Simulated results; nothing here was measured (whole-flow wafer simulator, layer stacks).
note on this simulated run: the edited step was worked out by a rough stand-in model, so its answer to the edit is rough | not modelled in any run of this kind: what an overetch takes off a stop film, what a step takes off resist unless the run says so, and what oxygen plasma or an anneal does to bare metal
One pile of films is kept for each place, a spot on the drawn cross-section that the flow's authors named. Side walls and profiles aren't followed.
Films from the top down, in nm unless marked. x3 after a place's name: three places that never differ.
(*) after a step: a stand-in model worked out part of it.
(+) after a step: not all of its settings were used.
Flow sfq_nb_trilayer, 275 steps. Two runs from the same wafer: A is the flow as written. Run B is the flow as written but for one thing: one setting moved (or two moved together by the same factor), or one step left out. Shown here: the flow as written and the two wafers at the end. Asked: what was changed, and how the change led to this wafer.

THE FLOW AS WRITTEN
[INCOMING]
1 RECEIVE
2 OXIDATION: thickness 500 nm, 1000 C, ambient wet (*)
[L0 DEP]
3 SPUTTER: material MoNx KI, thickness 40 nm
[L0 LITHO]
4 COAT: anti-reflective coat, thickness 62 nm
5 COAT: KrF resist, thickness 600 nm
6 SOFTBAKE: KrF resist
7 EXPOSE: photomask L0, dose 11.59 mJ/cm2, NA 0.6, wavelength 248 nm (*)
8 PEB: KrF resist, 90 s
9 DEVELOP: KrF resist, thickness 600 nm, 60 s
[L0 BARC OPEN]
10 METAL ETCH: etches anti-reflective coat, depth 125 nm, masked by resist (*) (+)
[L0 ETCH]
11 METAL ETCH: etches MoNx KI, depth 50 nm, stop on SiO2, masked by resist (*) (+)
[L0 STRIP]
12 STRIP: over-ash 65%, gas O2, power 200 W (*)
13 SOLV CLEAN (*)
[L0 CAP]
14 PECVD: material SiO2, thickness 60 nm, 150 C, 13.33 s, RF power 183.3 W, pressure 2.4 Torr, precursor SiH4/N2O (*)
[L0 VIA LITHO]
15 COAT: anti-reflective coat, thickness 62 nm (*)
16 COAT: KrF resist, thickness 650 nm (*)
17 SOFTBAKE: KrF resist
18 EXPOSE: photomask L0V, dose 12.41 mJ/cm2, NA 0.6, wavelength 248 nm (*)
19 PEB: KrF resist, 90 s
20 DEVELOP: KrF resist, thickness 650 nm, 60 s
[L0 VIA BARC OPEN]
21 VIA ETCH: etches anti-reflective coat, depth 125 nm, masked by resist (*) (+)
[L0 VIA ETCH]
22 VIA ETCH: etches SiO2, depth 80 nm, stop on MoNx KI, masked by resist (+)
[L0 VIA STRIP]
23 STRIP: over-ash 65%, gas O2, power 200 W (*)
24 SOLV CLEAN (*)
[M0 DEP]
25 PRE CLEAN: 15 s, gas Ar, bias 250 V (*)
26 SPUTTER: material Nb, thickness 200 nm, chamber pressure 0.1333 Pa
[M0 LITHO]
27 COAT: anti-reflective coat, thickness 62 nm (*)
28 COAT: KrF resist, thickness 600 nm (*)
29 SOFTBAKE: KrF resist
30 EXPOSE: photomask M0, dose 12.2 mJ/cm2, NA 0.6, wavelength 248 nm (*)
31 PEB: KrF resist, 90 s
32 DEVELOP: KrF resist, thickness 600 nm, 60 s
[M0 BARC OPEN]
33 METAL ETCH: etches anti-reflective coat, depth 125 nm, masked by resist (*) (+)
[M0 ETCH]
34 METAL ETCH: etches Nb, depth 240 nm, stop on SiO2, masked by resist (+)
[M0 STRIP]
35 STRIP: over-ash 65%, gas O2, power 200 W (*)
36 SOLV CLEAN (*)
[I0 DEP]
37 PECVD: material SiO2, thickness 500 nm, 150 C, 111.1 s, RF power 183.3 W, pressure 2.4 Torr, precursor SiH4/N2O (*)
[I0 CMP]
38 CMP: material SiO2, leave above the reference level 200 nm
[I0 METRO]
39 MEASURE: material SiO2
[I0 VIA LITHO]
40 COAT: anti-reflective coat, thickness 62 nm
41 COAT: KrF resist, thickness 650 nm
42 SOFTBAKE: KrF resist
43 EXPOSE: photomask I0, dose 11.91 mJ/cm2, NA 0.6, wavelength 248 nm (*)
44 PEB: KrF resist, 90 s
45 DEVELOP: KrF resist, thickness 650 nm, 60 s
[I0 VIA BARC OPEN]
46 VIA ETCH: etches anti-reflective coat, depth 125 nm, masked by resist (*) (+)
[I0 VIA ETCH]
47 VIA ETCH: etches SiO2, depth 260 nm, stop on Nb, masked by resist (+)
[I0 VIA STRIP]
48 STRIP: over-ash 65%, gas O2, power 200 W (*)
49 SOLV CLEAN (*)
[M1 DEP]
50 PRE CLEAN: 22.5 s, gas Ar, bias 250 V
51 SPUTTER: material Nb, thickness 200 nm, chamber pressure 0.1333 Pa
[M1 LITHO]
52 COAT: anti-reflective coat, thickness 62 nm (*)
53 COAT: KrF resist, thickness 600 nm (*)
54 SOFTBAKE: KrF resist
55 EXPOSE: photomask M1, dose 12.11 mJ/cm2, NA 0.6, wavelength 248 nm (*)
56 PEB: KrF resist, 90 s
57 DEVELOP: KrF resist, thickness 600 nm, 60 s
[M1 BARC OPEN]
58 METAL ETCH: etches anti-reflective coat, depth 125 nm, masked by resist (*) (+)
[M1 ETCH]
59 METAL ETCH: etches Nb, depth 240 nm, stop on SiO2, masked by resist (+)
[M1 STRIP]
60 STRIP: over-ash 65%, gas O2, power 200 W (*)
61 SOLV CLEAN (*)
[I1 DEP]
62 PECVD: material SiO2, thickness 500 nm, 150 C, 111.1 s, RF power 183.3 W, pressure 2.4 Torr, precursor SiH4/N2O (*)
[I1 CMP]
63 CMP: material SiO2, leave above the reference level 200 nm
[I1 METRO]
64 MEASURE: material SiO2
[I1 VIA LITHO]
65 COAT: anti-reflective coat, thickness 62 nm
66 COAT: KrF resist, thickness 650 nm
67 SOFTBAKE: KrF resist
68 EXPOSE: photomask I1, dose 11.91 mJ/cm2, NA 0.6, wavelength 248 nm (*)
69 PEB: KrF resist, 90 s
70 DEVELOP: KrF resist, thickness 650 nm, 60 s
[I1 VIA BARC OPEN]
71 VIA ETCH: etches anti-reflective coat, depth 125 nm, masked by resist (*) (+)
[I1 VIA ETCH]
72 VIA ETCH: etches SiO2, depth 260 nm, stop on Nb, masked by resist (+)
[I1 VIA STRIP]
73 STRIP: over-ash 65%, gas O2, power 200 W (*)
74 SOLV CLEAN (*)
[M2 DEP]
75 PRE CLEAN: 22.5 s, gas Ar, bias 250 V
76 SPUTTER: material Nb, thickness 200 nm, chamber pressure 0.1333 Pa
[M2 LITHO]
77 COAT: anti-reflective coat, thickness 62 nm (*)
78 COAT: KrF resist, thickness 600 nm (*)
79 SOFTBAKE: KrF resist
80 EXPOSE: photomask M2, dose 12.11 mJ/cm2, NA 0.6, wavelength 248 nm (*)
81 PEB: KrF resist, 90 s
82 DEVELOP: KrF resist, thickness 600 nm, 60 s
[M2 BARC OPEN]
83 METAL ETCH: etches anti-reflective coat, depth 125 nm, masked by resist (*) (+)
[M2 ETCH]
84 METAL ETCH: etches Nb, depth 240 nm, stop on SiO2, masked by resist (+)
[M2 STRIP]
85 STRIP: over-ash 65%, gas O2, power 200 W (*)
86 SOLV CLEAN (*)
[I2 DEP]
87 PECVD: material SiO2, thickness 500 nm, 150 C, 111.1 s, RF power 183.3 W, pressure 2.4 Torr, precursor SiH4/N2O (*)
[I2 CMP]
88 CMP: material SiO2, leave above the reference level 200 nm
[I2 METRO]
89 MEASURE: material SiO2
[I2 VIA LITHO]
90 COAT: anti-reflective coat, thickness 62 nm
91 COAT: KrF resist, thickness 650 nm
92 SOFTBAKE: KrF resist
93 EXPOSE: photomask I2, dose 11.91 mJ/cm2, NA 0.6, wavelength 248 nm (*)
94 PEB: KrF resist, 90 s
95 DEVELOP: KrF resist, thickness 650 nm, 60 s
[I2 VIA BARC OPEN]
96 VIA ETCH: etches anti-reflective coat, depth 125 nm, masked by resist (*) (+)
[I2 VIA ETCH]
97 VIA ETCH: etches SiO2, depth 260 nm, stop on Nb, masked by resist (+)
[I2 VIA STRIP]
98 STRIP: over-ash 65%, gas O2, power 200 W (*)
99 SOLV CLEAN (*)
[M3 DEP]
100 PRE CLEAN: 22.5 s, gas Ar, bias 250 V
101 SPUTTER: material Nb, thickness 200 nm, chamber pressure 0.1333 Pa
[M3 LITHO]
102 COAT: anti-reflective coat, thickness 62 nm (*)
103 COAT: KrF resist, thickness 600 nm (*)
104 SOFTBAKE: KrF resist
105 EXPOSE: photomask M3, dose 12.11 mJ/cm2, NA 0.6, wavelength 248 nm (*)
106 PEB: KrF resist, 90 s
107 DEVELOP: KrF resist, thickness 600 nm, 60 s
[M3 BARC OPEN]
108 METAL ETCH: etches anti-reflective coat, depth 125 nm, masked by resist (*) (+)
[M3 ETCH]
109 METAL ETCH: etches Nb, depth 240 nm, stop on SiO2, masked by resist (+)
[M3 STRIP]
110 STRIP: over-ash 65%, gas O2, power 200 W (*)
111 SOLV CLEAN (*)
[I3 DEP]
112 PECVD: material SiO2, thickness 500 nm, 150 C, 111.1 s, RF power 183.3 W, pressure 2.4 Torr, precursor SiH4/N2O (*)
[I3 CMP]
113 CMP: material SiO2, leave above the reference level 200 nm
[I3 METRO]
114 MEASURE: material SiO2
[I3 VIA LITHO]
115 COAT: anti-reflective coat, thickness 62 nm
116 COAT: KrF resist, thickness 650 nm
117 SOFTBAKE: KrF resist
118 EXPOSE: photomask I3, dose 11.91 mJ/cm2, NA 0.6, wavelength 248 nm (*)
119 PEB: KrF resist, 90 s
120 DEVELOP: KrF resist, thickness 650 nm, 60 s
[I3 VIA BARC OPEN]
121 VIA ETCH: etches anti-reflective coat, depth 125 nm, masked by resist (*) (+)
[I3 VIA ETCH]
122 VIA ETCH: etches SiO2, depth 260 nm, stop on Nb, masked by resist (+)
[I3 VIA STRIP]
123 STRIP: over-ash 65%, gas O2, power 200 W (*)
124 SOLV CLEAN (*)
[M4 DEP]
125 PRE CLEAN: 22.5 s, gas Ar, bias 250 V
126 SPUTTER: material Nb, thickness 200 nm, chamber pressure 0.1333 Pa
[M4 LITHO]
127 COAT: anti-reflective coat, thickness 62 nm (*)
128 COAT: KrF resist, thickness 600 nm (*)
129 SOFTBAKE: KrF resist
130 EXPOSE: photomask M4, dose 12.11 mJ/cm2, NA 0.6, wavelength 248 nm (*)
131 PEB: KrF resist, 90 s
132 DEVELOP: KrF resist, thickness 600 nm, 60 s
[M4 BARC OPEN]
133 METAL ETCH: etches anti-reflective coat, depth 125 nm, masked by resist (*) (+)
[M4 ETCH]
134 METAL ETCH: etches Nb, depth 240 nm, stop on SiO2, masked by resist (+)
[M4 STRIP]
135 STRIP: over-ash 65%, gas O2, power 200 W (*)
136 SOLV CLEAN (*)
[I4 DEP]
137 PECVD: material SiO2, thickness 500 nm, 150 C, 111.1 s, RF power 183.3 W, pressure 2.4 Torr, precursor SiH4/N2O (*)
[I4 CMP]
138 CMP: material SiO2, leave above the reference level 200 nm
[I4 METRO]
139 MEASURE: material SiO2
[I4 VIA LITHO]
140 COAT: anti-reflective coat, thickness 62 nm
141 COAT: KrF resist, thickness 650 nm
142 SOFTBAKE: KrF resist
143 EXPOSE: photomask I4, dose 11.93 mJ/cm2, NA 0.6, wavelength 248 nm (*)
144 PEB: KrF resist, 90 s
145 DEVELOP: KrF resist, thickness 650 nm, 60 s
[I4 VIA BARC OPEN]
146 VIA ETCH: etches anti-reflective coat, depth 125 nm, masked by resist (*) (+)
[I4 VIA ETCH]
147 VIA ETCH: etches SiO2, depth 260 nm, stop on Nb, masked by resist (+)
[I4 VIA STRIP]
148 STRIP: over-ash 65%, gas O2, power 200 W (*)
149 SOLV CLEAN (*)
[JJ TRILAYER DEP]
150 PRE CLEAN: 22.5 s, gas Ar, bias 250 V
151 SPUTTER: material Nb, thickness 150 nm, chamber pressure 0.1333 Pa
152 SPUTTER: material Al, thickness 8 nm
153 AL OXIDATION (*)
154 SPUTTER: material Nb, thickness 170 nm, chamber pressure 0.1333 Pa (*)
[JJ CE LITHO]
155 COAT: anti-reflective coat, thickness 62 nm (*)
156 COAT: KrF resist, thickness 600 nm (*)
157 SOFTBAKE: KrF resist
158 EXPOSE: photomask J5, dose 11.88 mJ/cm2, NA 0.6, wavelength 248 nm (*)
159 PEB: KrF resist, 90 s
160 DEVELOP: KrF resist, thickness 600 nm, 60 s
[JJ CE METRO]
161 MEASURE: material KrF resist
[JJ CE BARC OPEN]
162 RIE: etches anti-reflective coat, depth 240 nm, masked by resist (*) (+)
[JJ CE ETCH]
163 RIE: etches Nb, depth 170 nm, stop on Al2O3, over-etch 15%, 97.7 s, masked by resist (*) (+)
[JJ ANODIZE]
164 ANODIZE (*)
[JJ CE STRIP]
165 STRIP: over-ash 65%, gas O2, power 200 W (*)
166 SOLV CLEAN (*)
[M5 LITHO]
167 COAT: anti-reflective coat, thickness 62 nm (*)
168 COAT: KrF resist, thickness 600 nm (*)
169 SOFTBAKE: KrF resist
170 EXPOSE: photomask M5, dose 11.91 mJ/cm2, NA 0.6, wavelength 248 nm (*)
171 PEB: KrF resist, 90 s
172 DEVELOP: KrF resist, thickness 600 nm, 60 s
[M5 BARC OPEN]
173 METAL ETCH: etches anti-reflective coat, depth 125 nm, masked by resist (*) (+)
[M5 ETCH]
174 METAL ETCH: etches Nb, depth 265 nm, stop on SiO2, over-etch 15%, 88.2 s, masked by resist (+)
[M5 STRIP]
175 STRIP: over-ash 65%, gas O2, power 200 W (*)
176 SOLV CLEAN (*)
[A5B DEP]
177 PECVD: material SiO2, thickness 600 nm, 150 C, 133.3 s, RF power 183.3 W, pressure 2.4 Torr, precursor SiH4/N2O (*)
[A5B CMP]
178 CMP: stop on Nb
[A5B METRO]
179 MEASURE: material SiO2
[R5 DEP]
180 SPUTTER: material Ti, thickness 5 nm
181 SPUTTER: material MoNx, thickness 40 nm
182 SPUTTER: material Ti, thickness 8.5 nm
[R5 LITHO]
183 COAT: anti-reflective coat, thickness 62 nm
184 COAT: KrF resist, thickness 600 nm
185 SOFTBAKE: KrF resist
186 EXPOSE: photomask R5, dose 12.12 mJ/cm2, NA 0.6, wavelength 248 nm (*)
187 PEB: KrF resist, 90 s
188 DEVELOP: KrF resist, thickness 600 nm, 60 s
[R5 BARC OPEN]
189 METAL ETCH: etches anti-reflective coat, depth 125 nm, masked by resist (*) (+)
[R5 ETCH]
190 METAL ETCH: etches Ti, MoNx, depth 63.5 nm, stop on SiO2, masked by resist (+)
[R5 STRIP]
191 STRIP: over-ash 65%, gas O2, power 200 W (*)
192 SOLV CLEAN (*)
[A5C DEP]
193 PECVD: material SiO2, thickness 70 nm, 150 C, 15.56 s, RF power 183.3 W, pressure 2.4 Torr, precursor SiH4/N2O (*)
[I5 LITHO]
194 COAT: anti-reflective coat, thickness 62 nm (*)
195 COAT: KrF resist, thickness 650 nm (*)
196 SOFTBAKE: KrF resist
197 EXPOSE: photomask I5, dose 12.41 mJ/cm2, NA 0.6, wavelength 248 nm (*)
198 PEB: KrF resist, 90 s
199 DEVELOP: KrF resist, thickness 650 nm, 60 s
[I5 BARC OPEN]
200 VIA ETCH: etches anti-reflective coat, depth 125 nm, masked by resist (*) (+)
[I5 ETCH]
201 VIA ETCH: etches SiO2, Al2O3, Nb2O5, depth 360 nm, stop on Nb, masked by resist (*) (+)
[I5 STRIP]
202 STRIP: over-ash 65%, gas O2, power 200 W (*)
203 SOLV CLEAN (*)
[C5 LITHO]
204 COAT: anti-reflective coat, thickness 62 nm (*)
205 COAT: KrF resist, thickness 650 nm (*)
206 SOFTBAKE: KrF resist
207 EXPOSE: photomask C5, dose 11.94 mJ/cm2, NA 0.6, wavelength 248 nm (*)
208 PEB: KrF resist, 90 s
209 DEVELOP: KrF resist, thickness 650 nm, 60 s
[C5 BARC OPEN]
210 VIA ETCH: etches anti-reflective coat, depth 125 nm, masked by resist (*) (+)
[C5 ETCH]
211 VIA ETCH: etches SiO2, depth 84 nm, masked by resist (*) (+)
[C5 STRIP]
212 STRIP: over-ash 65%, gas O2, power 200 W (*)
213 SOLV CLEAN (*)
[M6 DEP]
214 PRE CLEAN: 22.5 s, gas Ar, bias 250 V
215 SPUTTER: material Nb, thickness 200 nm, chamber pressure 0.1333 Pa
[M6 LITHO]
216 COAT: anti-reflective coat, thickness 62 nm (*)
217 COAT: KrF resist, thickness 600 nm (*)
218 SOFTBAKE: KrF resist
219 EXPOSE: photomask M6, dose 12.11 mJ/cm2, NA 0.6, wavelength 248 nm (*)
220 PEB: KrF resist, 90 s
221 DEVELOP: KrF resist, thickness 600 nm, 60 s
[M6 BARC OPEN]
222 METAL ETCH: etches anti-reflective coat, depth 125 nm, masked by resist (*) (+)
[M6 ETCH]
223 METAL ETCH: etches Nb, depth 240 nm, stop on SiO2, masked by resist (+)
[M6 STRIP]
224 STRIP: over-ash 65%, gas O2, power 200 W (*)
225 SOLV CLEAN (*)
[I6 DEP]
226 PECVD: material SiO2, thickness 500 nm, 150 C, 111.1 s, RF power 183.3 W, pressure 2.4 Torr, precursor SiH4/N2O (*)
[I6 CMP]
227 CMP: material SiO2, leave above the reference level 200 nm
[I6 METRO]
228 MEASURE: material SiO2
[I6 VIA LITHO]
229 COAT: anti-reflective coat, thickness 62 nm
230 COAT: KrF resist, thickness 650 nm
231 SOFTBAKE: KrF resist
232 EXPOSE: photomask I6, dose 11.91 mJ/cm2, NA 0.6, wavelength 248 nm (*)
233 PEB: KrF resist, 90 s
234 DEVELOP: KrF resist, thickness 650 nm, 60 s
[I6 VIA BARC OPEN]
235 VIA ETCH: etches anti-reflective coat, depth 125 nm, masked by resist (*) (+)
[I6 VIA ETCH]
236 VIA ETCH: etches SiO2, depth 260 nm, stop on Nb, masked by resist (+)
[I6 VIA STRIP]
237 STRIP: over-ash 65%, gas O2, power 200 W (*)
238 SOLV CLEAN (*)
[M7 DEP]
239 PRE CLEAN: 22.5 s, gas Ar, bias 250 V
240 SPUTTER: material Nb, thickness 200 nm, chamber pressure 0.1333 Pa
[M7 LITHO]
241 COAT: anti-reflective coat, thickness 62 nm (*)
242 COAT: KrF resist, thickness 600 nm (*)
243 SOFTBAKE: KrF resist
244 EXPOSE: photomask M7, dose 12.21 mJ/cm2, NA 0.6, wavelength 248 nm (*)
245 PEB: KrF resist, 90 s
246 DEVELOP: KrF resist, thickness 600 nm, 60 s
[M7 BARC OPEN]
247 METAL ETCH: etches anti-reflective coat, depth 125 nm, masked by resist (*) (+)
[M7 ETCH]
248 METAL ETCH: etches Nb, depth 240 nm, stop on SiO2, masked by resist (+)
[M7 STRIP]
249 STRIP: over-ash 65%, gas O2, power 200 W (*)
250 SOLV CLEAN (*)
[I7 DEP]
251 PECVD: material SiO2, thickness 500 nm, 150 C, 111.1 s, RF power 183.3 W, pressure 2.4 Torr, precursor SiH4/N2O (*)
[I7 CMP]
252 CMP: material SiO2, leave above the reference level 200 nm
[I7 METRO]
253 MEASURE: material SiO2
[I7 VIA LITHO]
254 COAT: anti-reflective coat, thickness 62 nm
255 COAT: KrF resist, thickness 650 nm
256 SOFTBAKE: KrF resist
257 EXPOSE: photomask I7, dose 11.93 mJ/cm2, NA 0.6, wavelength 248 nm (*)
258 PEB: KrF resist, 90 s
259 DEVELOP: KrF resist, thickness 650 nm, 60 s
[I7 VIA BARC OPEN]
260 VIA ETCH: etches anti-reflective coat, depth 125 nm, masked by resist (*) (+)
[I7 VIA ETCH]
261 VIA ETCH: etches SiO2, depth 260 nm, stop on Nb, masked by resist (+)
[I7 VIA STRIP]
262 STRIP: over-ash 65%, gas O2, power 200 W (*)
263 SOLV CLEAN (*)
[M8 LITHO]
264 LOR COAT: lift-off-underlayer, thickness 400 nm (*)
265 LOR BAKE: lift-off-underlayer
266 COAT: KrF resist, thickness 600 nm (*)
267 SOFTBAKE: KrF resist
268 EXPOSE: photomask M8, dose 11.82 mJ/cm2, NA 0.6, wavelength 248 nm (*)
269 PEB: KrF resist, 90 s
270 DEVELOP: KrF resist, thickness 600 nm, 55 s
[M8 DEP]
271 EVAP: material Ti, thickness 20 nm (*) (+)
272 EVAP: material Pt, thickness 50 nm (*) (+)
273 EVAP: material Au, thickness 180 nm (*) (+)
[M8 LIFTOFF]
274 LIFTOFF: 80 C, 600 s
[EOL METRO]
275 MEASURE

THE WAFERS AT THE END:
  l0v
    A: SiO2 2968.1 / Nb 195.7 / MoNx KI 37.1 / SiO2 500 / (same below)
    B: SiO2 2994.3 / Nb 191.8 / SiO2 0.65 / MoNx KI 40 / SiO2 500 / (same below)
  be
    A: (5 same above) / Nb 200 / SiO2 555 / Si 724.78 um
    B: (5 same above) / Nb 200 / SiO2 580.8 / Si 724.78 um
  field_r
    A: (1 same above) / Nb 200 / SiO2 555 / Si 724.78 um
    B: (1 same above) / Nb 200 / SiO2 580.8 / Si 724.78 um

The cause: step 14, PECVD: thickness 85.8 nm was run, where the flow has thickness 60 nm; step 14, PECVD: 19.07 s was run, where the flow has 13.33 s.

How the change led to this, step by step:
  14 PECVD: material SiO2, thickness 60 nm, 150 C, 13.33 s, RF power 183.3 W, pressure 2.4 Torr, precursor SiH4/N2O (*)
      v_sur, via_wl, via_w and 97 more: A SiO2 +60 | B SiO2 +85.8
      field_l, l0_sur, l0v, l0r_line_l, l0r_line_c, l0r_line_r: A SiO2 +60 (new film) | B SiO2 +85.8 (new film)
  22 VIA ETCH: etches SiO2, depth 80 nm, stop on MoNx KI, masked by resist (+)
      l0v: A SiO2 -59.8 (all of it) | B SiO2 -80
  25 PRE CLEAN: 15 s, gas Ar, bias 250 V (*)
      l0v: A MoNx KI -2.91 | B SiO2 -5
  27 COAT: anti-reflective coat, thickness 62 nm (*)
      l0_sur: A anti-reflective coat +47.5 (new film) | B anti-reflective coat +45.9 (new film)
      l0v: A anti-reflective coat +78 (new film) | B anti-reflective coat +83.5 (new film)
  28 COAT: KrF resist, thickness 600 nm (*)
      l0v: A KrF resist +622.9 (new film) | B KrF resist +637.9 (new film)
  35 STRIP: over-ash 65%, gas O2, power 200 W (*)
      l0_sur: A KrF resist -372 (all of it), anti-reflective coat -47.5 (all of it) | B KrF resist -369.5 (all of it), anti-reflective coat -45.9 (all of it)
      l0v: A KrF resist -405.3 (all of it), anti-reflective coat -78 (all of it) | B KrF resist -420.2 (all of it), anti-reflective coat -83.5 (all of it)
  38 CMP: material SiO2, leave above the reference level 200 nm
      l0v: A SiO2 -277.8 | B SiO2 -251.6
Counting metal films that touch as one body, l0v has 2 bodies (between them, from the top down: SiO2 0.65); the flow as written gives 1 body.
